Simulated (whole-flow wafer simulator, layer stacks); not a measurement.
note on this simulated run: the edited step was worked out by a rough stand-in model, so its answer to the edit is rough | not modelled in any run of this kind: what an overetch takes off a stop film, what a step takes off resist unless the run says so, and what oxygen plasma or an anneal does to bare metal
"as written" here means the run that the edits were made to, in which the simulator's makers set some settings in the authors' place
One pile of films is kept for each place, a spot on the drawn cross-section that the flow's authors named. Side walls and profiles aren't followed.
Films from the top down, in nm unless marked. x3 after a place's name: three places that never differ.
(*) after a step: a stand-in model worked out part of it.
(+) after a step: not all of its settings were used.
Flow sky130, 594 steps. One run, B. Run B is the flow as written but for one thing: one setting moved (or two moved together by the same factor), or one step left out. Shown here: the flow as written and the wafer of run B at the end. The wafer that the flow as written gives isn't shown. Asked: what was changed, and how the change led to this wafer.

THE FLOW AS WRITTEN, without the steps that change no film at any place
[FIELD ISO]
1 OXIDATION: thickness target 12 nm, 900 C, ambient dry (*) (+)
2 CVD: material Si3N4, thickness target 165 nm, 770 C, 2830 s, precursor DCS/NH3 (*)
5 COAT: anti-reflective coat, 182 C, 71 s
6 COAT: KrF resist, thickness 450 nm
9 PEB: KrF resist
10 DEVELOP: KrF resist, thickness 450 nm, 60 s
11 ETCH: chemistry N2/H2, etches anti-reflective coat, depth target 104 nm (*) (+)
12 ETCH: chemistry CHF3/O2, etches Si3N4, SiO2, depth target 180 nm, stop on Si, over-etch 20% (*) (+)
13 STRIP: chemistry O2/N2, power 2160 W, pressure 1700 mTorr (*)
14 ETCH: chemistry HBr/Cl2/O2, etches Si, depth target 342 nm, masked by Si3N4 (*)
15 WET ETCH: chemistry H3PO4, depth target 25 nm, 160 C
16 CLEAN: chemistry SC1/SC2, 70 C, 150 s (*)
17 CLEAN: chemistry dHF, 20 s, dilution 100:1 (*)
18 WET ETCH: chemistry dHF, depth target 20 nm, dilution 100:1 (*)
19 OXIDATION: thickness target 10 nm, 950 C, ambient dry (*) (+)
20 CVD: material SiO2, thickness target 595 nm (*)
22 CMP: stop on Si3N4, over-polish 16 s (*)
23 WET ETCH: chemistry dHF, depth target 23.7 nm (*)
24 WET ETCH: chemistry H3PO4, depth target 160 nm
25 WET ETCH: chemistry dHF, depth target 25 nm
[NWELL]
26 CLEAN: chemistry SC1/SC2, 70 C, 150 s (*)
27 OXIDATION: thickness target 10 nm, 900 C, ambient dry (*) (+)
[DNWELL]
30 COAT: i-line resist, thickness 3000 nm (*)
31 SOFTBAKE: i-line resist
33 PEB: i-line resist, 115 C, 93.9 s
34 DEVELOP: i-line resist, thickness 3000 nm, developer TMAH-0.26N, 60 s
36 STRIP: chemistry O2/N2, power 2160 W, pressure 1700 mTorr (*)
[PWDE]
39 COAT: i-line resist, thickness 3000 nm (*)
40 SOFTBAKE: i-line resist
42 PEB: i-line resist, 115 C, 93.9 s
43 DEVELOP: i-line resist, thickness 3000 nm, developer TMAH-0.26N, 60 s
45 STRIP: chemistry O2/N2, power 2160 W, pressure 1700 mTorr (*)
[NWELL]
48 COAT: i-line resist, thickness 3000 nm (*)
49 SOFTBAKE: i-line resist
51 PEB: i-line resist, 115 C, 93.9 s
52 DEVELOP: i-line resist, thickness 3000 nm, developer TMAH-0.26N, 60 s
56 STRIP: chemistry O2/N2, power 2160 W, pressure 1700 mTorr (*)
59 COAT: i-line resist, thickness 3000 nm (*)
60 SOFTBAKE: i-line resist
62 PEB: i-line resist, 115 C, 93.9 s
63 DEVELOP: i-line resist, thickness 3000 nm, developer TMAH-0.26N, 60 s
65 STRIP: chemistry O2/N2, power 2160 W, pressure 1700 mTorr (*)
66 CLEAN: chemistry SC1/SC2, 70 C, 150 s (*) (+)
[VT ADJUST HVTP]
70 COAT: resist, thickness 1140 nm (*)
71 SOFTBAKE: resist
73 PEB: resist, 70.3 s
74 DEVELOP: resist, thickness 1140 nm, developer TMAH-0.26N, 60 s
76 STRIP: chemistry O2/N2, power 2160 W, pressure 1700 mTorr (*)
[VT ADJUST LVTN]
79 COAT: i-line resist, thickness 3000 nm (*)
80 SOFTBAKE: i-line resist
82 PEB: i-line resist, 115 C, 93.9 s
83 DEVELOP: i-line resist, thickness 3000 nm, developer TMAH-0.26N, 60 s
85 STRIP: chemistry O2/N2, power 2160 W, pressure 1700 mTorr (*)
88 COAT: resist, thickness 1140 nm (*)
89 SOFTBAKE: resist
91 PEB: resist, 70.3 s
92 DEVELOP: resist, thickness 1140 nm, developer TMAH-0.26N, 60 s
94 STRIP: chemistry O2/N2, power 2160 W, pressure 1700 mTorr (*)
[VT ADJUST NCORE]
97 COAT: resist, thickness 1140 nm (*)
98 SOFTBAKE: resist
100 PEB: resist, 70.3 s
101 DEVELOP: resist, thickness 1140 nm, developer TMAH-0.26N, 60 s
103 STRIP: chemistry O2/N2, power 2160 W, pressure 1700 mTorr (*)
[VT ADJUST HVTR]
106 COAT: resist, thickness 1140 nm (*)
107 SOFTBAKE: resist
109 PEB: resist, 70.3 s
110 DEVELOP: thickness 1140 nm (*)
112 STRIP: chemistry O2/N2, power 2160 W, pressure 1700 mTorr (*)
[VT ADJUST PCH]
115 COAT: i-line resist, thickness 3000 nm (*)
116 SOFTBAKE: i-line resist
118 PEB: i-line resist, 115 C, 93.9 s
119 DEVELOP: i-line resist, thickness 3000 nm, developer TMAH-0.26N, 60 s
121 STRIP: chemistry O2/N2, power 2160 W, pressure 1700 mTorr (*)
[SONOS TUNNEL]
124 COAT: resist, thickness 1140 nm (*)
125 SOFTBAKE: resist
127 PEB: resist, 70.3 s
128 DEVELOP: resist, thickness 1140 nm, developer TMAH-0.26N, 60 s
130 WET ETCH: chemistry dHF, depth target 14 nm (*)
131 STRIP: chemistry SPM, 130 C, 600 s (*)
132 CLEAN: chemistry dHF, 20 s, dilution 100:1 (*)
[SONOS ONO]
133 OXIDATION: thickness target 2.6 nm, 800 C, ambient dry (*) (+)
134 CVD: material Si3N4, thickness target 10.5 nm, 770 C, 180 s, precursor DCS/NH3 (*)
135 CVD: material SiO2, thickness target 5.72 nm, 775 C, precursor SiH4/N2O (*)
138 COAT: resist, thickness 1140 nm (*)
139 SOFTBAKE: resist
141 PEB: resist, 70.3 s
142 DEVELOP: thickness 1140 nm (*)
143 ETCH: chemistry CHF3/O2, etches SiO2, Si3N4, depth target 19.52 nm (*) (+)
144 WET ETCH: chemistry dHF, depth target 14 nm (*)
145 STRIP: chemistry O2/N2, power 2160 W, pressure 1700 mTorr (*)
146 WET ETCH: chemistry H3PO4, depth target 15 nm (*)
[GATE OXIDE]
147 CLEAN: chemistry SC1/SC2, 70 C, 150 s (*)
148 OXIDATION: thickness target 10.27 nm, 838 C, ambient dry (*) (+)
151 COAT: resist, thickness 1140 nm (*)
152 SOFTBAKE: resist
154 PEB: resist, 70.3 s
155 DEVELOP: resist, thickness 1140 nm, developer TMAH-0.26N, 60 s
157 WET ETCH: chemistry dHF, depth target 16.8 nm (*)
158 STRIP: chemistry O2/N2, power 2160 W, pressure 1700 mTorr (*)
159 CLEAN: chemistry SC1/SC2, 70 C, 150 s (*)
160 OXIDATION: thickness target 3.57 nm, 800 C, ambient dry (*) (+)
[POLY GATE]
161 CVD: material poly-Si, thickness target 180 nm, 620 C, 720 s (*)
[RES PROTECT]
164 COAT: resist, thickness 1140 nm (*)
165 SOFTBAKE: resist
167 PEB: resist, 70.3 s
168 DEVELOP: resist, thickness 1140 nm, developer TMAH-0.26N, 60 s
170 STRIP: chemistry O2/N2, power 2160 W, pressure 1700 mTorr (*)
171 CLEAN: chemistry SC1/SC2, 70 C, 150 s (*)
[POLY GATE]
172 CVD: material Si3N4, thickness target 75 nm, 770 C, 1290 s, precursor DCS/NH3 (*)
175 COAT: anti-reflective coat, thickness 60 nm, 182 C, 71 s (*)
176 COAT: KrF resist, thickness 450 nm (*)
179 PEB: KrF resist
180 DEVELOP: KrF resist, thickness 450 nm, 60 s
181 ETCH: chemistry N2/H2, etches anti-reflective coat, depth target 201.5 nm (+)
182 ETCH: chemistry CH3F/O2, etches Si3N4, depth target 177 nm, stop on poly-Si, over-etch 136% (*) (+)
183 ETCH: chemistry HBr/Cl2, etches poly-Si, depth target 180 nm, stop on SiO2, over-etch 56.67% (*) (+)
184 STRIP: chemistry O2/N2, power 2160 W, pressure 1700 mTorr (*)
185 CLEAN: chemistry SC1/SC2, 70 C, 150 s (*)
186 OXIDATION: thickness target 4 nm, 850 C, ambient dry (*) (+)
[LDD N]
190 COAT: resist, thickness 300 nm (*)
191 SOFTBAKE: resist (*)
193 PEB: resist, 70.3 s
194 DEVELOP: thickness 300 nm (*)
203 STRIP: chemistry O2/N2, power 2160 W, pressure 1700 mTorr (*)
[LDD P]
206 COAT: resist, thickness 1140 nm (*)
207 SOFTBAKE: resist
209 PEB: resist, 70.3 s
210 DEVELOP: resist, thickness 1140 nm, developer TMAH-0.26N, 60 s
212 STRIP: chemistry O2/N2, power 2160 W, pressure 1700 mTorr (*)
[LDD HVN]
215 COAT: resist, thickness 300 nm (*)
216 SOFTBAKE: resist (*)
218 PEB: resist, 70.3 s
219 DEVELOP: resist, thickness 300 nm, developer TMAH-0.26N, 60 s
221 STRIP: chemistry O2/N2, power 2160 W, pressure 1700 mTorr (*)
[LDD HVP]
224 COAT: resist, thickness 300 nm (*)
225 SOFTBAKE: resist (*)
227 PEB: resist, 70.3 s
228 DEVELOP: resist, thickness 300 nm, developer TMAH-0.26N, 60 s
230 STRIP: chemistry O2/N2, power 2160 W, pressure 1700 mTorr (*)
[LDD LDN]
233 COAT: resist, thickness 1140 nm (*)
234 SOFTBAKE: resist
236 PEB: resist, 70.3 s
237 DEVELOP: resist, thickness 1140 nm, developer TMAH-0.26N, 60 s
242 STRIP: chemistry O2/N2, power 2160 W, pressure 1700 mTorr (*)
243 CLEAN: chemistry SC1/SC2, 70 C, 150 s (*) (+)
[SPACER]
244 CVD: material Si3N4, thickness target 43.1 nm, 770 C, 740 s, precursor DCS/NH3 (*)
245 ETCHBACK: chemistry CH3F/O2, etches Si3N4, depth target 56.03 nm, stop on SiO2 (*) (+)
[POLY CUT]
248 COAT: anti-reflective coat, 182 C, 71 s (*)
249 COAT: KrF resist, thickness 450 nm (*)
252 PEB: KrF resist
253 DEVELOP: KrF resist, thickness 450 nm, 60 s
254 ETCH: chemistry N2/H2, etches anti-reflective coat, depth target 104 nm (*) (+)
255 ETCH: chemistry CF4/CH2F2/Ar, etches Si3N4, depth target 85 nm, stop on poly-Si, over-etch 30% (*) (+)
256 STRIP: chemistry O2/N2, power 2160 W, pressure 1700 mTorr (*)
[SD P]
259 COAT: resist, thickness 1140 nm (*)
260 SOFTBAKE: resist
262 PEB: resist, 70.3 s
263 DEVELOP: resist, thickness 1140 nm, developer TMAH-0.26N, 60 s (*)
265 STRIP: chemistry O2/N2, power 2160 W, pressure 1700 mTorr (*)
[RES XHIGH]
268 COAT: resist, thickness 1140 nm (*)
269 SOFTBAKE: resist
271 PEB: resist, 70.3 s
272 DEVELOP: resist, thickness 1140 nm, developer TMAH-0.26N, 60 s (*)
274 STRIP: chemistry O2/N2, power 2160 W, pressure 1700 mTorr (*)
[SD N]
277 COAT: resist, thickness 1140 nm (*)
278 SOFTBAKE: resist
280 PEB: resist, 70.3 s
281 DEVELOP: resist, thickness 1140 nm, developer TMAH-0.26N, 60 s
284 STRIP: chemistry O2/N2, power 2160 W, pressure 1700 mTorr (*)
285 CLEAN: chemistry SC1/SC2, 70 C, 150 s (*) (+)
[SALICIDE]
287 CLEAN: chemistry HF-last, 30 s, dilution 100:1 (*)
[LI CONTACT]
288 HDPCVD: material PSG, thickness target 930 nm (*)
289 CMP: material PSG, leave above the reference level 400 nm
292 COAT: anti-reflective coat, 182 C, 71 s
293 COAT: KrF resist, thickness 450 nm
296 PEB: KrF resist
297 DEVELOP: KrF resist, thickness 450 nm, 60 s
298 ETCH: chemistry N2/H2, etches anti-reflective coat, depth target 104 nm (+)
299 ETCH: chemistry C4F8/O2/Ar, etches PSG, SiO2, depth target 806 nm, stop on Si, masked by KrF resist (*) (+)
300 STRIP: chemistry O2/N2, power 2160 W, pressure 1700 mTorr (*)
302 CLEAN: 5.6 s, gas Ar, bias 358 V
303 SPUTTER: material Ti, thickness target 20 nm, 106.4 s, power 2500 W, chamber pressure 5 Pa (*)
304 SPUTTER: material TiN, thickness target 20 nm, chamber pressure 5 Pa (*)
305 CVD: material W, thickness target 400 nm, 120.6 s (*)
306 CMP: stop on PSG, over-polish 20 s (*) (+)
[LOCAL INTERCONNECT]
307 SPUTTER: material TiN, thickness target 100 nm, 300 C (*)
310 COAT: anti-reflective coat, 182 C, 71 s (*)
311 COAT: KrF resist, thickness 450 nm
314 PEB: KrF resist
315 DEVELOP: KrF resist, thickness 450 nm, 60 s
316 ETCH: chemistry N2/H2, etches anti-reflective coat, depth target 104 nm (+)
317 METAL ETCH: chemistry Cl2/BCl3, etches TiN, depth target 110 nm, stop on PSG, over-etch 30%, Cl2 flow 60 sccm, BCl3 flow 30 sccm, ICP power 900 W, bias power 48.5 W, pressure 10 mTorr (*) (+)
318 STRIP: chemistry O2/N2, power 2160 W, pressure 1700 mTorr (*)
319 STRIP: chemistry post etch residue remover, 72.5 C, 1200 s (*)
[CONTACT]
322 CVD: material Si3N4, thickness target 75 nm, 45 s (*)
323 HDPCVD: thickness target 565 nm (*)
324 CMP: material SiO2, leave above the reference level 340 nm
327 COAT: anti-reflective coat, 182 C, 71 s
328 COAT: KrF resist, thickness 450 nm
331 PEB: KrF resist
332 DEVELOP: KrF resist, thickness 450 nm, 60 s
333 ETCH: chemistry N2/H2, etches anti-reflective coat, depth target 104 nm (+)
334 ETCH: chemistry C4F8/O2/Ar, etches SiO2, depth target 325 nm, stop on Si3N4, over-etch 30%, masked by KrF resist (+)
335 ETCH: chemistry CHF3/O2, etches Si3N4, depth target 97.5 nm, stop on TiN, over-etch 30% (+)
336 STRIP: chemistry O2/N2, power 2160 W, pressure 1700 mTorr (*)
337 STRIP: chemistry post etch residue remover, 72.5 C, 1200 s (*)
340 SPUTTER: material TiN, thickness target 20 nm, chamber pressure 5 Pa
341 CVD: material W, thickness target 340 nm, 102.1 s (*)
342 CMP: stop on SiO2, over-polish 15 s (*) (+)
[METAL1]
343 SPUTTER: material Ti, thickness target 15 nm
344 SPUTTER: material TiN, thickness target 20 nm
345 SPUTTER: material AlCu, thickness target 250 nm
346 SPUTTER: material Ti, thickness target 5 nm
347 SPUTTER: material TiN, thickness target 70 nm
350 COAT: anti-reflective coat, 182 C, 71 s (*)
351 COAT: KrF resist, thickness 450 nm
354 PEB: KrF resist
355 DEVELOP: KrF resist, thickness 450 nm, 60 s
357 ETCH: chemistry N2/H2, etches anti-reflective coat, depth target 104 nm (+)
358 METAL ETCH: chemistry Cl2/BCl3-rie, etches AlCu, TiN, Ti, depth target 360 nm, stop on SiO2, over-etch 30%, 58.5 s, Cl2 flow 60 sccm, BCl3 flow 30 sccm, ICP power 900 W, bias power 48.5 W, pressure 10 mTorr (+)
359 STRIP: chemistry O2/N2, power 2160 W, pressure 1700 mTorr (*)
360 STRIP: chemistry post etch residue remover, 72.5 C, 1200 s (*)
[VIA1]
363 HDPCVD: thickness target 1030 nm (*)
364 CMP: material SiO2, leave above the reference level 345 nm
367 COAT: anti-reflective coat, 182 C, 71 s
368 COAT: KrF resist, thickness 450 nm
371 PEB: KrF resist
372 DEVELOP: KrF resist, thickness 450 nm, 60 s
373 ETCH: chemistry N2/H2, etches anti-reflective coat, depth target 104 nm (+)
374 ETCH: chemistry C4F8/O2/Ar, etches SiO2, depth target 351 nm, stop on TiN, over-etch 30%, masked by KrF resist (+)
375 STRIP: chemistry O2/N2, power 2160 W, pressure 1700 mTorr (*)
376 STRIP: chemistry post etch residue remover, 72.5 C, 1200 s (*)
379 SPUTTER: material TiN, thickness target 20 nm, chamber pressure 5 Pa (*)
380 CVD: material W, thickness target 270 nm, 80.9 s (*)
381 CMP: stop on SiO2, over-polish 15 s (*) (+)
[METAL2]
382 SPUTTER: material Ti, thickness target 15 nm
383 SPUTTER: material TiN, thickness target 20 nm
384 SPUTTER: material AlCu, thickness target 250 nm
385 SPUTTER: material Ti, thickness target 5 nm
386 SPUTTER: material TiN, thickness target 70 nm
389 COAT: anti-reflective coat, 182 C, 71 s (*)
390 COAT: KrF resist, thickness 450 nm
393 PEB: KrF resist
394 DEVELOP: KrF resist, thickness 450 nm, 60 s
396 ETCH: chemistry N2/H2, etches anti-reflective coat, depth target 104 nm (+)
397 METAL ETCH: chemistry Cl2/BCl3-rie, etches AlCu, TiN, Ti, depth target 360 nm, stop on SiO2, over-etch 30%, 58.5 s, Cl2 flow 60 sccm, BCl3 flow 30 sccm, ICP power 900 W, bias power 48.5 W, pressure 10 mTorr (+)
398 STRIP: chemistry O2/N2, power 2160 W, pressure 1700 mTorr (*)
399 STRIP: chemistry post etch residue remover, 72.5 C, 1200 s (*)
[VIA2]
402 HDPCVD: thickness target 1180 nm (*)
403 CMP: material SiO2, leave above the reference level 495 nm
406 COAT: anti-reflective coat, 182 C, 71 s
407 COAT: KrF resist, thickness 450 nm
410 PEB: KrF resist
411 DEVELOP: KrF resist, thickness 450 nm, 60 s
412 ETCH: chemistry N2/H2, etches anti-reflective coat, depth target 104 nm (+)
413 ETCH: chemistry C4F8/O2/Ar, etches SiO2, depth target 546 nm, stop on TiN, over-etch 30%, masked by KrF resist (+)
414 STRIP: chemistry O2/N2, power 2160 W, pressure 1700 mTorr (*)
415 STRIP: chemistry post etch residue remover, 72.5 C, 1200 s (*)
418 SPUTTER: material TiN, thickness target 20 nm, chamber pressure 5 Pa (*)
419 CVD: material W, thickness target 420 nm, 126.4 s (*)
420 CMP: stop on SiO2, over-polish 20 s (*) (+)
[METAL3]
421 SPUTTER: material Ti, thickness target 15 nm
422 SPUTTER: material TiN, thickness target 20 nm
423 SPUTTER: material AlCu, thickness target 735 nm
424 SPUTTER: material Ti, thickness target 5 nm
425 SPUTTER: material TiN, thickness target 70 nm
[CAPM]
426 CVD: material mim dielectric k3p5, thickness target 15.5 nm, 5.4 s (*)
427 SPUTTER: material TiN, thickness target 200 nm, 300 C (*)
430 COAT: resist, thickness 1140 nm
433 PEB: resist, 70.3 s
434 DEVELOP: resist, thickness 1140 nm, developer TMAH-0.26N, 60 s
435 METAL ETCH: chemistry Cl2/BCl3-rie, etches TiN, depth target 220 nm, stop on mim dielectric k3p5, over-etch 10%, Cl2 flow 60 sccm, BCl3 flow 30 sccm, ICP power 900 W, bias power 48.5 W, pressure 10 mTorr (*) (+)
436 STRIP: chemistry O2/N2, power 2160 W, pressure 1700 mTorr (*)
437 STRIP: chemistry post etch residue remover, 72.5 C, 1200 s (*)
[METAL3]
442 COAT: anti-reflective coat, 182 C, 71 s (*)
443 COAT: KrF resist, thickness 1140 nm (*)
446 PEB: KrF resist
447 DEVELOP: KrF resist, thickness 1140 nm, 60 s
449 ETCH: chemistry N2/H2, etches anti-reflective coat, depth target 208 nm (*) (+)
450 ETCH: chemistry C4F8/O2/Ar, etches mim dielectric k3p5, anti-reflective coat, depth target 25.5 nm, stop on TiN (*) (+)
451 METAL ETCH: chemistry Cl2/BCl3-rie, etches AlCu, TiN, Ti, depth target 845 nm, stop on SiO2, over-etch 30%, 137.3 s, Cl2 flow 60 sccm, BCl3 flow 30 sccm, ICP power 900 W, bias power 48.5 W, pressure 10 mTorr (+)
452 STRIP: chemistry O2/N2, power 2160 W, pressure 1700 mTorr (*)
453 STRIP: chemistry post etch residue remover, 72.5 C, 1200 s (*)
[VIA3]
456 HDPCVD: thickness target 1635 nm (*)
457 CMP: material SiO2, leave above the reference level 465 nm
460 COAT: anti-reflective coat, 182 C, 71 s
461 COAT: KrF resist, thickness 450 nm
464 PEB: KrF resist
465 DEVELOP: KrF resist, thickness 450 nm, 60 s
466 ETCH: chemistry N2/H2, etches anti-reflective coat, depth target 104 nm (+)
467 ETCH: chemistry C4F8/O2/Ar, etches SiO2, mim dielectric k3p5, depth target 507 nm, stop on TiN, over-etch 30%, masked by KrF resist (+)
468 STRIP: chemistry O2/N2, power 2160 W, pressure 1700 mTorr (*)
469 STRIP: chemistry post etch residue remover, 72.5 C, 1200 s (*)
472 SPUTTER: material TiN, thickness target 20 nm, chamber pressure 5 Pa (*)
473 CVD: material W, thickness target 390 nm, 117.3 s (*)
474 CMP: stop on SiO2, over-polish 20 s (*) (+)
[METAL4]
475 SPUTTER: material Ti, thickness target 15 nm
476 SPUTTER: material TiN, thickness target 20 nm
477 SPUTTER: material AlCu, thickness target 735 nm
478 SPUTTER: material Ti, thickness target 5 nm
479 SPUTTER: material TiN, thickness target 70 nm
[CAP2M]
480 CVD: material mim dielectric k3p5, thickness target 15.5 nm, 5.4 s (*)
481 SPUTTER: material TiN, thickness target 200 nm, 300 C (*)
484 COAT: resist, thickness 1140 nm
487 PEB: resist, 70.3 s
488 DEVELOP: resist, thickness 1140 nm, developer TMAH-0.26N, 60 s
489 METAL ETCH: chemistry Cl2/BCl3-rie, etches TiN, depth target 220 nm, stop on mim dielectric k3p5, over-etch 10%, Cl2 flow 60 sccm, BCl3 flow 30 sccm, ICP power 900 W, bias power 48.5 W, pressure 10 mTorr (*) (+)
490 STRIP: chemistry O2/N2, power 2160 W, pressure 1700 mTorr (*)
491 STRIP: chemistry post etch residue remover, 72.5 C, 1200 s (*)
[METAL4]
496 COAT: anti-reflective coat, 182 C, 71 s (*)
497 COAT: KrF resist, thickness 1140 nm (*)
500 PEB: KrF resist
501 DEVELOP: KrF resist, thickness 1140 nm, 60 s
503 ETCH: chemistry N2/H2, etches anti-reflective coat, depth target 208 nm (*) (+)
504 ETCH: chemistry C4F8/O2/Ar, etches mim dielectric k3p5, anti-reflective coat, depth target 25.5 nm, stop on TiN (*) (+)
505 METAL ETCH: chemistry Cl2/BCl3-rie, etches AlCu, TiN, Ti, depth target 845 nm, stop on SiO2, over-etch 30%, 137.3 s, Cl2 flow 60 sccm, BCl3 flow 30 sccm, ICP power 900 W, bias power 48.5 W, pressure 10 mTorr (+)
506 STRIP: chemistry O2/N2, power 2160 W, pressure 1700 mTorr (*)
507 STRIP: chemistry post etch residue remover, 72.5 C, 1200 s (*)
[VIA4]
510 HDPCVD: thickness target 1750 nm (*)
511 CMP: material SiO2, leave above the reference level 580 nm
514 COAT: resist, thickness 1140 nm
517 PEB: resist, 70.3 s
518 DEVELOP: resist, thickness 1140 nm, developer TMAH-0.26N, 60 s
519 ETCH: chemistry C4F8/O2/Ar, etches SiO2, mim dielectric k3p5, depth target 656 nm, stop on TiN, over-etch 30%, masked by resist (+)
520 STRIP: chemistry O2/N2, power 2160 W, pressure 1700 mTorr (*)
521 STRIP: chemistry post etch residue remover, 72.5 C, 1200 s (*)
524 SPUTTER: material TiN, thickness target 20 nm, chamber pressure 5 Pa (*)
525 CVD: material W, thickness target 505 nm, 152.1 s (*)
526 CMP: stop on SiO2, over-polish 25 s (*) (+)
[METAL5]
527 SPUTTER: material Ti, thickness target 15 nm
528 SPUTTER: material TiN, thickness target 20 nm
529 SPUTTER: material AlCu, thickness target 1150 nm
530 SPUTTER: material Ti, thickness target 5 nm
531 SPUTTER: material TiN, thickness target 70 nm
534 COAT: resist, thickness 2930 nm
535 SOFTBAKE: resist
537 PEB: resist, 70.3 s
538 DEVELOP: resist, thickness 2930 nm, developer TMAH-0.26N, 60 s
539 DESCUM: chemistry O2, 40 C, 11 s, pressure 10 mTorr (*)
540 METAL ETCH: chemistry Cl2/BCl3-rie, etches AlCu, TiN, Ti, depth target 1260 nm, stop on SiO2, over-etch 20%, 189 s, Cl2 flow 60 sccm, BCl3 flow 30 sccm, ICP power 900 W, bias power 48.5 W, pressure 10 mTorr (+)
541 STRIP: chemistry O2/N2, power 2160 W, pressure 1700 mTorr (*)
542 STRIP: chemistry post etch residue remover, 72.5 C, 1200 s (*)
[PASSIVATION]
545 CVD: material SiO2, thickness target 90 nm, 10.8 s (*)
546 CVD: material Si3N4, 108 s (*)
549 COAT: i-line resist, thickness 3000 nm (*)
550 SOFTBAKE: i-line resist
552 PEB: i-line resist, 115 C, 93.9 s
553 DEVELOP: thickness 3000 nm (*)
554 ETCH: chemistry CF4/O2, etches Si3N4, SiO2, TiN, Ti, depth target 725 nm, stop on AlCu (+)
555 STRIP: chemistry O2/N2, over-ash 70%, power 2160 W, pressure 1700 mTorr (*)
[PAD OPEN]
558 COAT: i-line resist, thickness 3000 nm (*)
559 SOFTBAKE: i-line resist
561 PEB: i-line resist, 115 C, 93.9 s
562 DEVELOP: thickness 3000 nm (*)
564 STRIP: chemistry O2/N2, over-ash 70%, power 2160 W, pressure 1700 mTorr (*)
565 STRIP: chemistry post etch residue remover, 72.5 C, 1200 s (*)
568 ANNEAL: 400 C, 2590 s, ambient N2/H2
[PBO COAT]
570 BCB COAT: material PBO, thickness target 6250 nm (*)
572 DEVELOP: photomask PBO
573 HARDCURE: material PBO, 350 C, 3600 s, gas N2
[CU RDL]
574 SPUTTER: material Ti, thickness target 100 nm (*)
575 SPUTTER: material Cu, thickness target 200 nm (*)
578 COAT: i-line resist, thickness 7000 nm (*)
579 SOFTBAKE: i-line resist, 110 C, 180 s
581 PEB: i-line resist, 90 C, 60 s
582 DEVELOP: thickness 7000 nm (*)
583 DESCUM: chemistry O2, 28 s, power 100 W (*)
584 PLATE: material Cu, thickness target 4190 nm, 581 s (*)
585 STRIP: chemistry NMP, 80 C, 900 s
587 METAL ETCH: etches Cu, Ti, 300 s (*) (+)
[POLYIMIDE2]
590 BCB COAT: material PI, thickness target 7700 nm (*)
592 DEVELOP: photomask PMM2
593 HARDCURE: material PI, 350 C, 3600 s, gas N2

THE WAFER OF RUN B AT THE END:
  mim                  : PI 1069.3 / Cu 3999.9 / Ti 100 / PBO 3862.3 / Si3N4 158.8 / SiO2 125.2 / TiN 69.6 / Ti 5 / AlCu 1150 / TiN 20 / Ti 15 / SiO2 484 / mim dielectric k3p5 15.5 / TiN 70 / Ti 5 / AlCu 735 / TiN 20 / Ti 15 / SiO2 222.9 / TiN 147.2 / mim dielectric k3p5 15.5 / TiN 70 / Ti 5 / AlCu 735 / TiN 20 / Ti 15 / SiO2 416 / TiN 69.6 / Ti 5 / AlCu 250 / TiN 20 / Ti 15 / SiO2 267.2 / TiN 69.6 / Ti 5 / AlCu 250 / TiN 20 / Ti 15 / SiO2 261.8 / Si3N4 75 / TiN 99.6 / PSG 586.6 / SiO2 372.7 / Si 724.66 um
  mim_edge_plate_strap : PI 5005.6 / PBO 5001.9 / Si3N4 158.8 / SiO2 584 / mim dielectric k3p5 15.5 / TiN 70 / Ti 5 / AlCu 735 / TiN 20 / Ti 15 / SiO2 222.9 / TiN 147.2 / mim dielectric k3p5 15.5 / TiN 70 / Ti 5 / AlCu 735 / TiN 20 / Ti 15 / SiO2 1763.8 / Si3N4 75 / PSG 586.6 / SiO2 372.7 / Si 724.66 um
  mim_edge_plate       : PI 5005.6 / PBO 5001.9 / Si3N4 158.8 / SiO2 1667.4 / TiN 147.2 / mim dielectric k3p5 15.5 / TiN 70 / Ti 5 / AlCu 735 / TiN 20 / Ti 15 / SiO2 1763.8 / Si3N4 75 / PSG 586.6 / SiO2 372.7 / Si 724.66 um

The cause: step 427, SPUTTER: thickness target 148 nm was run, where the flow has thickness target 200 nm.

How the change led to this, step by step:
  427 SPUTTER: material TiN, thickness target 200 nm, 300 C (*)
      field, active, n_well and 188 more: TiN +148 (new film) (as written it would be: TiN +200 (new film))
  435 METAL ETCH: chemistry Cl2/BCl3-rie, etches TiN, depth target 220 nm, stop on mim dielectric k3p5, over-etch 10%, Cl2 flow 60 sccm, BCl3 flow 30 sccm, ICP power 900 W, bias power 48.5 W, pressure 10 mTorr (*) (+)
      field, active, n_well and 185 more: TiN -148 (all of it) (as written it would be: TiN -200 (all of it))
      mim, mim_edge_plate_strap, mim_edge_plate: resist -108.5 (as written it would be: resist -146.7)
  436 STRIP: chemistry O2/N2, power 2160 W, pressure 1700 mTorr (*)
      mim, mim_edge_plate_strap, mim_edge_plate: resist -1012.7 (all of it) (as written it would be: resist -974.6 (all of it))
  442 COAT: anti-reflective coat, 182 C, 71 s (*)
      rpm_encl, rpm_encl_psd, rpm_encl_urpm: anti-reflective coat +104 (new film) (as written it would be: anti-reflective coat +101.2 (new film))
      poly_licon, rpo_hd_licon: anti-reflective coat +71.9 (new film) (as written it would be: anti-reflective coat +57.6 (new film))
      (and at 6 more places)
  443 COAT: KrF resist, thickness 1140 nm (*)
      mim_edge_plate_strap, mim_edge_plate: KrF resist +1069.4 (new film) (as written it would be: KrF resist +1017.4 (new film))
      mim: KrF resist +1071.2 (new film) (as written it would be: KrF resist +1025.5 (new film))
  449 ETCH: chemistry N2/H2, etches anti-reflective coat, depth target 208 nm (*) (+)
      rpm_encl, rpm_encl_psd, rpm_encl_urpm: anti-reflective coat -104 (all of it) (as written it would be: anti-reflective coat -101.2 (all of it))
      poly_licon, rpo_hd_licon: anti-reflective coat -71.9 (all of it) (as written it would be: anti-reflective coat -57.6 (all of it))
      (and at 3 more places)
  452 STRIP: chemistry O2/N2, power 2160 W, pressure 1700 mTorr (*)
      mim_edge_plate_strap, mim_edge_plate: KrF resist -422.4 (all of it), anti-reflective coat -3 (all of it) (as written it would be: KrF resist -370.5 (all of it), anti-reflective coat -3 (all of it))
      mim: KrF resist -424.3 (all of it), anti-reflective coat -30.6 (all of it) (as written it would be: KrF resist -378.7 (all of it), anti-reflective coat -40.4 (all of it))
      (and at 2 more places)
  457 CMP: material SiO2, leave above the reference level 465 nm
      mim, mim_edge_plate_strap, mim_edge_plate: SiO2 -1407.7 (as written it would be: SiO2 -1459.7)
